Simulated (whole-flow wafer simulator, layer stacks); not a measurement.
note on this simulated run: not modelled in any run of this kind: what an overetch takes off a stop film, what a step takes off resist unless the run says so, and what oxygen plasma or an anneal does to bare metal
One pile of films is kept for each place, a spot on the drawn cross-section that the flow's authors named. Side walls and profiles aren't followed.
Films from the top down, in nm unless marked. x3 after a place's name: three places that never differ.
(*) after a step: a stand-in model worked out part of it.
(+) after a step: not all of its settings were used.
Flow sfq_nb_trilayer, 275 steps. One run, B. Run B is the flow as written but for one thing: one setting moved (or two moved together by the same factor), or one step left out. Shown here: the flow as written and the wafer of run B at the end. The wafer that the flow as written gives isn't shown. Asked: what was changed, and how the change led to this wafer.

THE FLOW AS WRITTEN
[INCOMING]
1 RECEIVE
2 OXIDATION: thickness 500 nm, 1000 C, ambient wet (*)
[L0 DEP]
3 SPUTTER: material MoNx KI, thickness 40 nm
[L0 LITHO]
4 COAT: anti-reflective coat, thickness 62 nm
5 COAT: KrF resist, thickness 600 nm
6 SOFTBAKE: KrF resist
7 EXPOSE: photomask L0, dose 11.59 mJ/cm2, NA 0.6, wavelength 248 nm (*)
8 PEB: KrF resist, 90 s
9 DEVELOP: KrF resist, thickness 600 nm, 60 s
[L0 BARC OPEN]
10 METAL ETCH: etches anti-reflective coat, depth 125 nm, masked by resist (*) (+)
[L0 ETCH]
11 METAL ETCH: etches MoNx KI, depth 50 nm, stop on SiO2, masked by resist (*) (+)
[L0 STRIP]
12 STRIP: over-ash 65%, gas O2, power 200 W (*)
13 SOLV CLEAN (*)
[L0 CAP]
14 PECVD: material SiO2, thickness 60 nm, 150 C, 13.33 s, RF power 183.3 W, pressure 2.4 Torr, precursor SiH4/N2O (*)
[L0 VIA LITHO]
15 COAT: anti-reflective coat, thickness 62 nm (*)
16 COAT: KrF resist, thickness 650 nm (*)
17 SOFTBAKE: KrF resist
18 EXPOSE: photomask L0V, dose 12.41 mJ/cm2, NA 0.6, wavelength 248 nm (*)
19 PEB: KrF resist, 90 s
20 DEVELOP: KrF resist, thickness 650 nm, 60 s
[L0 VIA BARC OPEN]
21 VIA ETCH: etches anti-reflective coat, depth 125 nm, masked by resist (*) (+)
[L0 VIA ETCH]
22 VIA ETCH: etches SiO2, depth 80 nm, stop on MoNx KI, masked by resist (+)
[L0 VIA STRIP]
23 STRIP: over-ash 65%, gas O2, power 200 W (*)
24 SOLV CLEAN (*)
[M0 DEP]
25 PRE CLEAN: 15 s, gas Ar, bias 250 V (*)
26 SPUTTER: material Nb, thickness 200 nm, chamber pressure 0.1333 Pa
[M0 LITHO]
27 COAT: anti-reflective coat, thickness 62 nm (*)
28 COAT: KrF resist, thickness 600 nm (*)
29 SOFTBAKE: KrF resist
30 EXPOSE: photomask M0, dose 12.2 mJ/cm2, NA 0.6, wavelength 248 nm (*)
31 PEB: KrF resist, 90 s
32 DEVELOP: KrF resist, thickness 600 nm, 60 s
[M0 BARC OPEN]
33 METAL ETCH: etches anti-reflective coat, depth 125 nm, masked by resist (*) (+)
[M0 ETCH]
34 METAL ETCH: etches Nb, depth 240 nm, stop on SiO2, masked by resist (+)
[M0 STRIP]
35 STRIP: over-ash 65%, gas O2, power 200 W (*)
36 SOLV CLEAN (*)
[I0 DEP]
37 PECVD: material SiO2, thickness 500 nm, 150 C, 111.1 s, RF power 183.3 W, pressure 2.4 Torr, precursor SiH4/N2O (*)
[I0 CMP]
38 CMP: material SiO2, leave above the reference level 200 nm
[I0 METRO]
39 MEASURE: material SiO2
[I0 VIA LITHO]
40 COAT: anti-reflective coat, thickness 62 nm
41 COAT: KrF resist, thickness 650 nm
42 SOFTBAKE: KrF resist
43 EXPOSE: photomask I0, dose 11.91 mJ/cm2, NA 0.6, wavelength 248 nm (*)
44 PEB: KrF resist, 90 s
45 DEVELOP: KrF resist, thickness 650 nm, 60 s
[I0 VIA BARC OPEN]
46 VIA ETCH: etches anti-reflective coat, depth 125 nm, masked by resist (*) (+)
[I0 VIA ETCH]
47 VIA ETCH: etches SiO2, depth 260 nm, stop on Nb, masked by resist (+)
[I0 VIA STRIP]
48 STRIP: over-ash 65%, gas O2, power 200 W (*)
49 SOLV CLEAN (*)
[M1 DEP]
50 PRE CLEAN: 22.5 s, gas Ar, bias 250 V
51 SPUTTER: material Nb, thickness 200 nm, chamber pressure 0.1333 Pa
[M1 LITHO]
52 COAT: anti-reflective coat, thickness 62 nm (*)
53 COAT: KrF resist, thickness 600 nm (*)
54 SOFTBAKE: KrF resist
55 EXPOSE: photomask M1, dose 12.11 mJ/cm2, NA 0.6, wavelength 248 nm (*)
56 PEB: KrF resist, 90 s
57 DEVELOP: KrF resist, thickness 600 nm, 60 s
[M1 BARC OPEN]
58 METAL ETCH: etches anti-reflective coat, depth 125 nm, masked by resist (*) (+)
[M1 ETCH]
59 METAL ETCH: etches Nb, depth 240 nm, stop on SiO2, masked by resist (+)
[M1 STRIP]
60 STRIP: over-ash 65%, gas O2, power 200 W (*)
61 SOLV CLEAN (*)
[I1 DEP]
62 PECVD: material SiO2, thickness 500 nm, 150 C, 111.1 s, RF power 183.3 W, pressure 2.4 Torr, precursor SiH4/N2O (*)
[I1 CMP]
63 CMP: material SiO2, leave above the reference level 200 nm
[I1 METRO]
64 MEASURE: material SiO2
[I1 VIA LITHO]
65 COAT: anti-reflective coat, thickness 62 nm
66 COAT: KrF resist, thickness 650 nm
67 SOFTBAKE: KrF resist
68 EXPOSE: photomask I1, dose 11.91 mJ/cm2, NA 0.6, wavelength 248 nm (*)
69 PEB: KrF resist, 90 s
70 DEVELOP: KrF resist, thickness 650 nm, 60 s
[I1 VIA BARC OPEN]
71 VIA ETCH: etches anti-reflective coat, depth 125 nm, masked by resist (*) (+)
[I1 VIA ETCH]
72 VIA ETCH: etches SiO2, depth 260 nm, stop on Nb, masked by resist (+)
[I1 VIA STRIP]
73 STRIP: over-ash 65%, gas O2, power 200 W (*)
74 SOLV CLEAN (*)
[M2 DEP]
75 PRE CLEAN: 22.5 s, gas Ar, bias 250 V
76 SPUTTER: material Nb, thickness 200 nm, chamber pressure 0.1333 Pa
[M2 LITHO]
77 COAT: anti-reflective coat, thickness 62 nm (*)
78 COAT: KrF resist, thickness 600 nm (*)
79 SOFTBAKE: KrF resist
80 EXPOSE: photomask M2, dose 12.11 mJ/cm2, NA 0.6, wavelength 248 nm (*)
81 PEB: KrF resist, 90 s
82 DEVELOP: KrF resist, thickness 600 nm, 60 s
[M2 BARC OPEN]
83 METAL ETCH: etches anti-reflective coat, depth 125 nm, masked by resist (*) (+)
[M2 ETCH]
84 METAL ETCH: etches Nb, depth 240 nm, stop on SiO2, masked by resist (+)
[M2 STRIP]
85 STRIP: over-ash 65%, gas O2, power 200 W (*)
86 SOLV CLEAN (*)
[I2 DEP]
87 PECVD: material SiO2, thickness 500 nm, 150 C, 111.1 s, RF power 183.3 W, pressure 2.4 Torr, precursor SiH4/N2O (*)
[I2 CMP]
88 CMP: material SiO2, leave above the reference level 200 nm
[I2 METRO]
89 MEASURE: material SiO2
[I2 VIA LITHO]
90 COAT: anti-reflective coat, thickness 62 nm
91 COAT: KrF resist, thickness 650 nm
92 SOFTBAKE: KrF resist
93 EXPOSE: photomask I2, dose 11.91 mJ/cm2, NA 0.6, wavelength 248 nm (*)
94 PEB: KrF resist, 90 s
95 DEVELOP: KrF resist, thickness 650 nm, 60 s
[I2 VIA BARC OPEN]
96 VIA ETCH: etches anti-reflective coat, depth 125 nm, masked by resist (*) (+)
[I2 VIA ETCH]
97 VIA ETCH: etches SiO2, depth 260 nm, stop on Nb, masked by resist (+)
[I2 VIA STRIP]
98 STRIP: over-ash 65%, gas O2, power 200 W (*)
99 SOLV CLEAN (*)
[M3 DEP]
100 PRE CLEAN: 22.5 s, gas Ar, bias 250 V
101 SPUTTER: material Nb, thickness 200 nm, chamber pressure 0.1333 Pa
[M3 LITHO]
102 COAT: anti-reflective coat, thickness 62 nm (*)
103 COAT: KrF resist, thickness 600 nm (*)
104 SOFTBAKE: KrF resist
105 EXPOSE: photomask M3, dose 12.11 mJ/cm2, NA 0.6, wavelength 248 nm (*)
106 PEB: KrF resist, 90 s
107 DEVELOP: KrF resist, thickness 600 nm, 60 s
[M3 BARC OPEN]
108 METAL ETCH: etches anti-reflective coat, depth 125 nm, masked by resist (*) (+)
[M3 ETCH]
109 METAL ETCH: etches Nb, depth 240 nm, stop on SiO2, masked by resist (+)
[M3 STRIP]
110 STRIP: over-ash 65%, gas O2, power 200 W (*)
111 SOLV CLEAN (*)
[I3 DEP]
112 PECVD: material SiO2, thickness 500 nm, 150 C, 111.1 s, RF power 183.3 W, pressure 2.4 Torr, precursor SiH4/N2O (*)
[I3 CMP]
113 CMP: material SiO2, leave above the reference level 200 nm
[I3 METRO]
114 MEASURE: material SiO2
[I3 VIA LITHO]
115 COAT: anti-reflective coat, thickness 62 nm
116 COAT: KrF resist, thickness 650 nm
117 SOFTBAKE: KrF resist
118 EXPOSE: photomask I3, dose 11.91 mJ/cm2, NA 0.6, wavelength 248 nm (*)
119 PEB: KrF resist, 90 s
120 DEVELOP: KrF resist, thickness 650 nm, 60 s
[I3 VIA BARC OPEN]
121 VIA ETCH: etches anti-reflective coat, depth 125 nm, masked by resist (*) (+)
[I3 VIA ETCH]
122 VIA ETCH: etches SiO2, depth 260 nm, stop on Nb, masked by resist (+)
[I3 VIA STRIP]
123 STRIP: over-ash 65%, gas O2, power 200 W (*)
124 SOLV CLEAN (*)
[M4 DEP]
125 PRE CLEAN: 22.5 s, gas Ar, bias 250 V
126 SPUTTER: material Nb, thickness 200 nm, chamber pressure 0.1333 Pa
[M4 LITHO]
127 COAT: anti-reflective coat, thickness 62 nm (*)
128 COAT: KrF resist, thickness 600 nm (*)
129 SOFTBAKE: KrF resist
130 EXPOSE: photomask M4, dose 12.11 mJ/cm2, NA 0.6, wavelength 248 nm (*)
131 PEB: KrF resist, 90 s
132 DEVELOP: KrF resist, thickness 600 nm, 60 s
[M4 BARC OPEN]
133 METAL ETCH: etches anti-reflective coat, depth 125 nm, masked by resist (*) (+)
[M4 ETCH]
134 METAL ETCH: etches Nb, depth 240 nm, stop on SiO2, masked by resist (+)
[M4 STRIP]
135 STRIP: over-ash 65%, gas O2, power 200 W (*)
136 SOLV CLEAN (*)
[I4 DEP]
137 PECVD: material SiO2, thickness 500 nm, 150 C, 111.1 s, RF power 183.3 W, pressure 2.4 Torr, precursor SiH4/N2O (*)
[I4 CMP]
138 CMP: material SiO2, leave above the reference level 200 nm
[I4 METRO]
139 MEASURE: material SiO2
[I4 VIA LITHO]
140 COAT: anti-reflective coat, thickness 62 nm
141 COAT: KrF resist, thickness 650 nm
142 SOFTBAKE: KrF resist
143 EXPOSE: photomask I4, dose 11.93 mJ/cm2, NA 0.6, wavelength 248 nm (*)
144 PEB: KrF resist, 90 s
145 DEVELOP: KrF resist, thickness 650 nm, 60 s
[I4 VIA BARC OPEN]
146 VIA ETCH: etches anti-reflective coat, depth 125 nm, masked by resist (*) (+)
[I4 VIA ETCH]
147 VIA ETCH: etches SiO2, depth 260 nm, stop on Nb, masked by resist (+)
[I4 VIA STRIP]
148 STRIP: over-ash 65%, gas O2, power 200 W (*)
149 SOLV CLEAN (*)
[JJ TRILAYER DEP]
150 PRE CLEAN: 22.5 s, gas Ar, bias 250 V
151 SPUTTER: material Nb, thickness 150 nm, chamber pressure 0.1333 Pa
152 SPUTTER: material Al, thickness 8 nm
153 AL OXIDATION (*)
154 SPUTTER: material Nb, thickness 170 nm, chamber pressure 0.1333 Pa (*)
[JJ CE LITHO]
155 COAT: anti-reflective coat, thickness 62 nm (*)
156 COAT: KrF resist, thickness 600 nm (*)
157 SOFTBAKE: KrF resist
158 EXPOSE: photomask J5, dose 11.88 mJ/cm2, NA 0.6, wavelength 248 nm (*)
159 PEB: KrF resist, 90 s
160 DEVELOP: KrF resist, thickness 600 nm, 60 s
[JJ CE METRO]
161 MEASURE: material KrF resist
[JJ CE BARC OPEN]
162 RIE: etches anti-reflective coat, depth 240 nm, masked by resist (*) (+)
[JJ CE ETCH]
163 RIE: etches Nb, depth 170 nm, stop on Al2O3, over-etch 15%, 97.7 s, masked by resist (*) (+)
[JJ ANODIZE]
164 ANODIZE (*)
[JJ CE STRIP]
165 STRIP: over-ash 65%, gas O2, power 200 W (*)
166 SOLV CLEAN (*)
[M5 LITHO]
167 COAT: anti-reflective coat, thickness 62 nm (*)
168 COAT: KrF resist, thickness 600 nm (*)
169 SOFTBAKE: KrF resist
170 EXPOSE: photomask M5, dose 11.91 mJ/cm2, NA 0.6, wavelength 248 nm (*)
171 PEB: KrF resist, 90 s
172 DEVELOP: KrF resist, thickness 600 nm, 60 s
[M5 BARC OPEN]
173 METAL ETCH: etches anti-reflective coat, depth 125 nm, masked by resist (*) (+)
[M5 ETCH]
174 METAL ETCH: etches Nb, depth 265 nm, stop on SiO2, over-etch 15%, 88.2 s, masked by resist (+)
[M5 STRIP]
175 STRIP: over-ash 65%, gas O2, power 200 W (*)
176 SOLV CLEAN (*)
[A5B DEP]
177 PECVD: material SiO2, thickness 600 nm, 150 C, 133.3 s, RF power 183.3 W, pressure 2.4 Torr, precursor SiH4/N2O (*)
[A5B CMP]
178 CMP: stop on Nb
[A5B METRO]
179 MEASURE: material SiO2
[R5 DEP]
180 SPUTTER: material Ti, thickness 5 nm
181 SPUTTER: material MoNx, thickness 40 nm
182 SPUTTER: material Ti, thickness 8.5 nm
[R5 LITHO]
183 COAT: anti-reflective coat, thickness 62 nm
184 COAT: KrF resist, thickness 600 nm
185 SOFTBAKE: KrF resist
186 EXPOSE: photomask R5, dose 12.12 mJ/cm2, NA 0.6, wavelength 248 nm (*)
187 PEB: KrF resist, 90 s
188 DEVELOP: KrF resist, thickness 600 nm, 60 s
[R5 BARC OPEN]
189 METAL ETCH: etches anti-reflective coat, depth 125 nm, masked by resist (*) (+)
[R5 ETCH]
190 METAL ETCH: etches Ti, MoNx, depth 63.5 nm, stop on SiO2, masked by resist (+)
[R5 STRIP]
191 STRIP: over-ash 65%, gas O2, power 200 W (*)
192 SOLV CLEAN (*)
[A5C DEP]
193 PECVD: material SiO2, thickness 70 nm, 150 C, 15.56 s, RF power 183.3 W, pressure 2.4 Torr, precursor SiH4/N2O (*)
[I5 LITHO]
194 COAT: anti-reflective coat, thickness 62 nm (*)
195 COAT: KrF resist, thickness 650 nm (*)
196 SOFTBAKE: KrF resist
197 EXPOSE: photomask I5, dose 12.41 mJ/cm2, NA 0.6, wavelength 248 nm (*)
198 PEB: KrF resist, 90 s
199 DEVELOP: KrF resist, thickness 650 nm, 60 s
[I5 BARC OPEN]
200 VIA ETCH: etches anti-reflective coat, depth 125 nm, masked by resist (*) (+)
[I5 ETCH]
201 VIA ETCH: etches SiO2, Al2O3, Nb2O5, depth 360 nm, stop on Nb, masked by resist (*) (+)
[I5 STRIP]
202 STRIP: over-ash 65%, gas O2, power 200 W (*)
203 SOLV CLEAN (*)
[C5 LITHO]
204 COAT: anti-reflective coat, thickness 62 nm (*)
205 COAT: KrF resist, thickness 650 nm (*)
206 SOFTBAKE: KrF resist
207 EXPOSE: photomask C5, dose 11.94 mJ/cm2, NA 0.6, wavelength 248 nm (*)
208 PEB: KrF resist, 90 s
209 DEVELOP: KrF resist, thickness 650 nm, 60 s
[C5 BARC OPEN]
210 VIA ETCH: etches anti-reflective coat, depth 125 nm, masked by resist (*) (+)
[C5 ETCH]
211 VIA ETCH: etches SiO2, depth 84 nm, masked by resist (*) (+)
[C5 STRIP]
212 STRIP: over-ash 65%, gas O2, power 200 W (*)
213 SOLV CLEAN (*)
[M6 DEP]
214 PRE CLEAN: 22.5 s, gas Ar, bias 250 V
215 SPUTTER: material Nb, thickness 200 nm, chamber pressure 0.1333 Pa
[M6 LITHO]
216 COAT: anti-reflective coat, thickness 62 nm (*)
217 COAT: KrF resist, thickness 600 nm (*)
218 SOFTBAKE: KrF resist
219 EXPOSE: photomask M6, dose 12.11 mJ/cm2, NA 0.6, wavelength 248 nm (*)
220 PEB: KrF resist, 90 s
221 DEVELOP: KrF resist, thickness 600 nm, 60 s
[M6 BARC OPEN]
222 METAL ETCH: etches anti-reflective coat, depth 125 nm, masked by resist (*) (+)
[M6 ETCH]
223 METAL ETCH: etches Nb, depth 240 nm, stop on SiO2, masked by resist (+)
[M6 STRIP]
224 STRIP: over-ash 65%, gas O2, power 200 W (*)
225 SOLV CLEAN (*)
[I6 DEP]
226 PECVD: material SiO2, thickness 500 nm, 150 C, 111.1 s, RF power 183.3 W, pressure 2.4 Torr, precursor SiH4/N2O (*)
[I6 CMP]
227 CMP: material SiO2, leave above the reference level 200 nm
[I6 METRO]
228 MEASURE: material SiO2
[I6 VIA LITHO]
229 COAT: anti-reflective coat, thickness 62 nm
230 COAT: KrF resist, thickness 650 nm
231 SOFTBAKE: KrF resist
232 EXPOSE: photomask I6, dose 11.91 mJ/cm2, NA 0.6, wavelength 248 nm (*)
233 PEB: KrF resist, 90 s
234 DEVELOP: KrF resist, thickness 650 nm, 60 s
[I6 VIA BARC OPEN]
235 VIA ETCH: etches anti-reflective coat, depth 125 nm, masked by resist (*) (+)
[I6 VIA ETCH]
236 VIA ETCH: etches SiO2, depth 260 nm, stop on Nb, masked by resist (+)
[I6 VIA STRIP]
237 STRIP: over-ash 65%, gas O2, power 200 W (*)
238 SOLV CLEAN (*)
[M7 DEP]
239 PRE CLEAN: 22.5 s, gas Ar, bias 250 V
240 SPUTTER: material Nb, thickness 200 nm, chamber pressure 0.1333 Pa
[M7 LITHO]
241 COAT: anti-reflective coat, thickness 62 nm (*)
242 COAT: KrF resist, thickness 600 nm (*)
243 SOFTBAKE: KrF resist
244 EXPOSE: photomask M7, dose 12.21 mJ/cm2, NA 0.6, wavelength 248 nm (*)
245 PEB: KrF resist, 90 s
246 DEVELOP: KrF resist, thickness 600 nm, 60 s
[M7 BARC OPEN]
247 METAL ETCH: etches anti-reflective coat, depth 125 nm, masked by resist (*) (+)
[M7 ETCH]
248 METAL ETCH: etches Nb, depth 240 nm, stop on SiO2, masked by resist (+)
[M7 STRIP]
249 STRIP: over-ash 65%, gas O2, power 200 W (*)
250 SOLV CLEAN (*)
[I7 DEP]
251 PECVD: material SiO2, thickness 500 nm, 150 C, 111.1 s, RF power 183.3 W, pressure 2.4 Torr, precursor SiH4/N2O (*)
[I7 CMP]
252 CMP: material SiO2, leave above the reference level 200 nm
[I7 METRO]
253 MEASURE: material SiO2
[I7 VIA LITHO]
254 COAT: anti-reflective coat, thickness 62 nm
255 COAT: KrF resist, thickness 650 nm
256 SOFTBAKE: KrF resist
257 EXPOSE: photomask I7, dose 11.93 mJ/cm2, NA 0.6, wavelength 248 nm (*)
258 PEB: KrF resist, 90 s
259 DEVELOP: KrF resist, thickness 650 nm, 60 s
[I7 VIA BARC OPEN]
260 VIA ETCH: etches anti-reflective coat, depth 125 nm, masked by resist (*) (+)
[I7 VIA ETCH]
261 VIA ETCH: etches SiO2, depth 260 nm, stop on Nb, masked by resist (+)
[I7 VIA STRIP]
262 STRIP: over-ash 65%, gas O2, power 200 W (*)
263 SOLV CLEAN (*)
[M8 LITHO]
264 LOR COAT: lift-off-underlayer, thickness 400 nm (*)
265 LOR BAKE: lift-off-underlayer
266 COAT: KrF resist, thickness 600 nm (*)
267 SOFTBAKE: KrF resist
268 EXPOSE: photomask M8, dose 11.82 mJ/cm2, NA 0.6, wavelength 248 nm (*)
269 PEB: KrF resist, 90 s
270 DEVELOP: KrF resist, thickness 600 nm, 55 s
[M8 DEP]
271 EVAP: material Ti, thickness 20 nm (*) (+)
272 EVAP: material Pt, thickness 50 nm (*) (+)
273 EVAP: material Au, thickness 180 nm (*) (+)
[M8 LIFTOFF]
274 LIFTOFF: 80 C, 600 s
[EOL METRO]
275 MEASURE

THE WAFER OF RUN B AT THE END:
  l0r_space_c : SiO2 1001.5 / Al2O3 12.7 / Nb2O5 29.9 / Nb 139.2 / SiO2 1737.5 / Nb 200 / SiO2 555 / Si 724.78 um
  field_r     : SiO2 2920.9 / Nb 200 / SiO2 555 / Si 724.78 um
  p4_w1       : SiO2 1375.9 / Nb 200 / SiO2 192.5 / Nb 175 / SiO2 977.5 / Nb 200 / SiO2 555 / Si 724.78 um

The cause: step 101, SPUTTER: thickness 175 nm was run, where the flow has thickness 200 nm.
It can be read off the wafer: p4_w1 has Nb 175, and step 101 as written asks for 200 nm.

How the change led to this, step by step:
  101 SPUTTER: material Nb, thickness 200 nm, chamber pressure 0.1333 Pa
      field_l, v_sur, via_wl and 102 more: Nb +175 (new film) (as written it would be: Nb +200 (new film))
      via_w: Nb +144.7 (as written it would be: Nb +165.5)
  102 COAT: anti-reflective coat, thickness 62 nm (*)
      via_wl, via_wr: anti-reflective coat +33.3 (new film) (as written it would be: anti-reflective coat +34.2 (new film))
  109 METAL ETCH: etches Nb, depth 240 nm, stop on SiO2, masked by resist (+)
      field_l, be, be_sur and 72 more: Nb -175 (all of it) (as written it would be: Nb -200 (all of it))
  110 STRIP: over-ash 65%, gas O2, power 200 W (*)
      via_wl: KrF resist -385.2 (all of it), anti-reflective coat -33.3 (all of it) (as written it would be: KrF resist -384.2 (all of it), anti-reflective coat -34.2 (all of it))
      via_wr: KrF resist -385.3 (all of it), anti-reflective coat -33.3 (all of it) (as written it would be: KrF resist -384.2 (all of it), anti-reflective coat -34.2 (all of it))
  112 PECVD: material SiO2, thickness 500 nm, 150 C, 111.1 s, RF power 183.3 W, pressure 2.4 Torr, precursor SiH4/N2O (*)
      p4_g1, p4_g2, p3_s0, p3_s1, p3_s2, p3_s3, p3_s4, p3_s5: SiO2 +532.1 (as written it would be: SiO2 +557.1)
  113 CMP: material SiO2, leave above the reference level 200 nm
      field_l, be, be_sur and 64 more: SiO2 -125 (as written it would be: SiO2 -100)
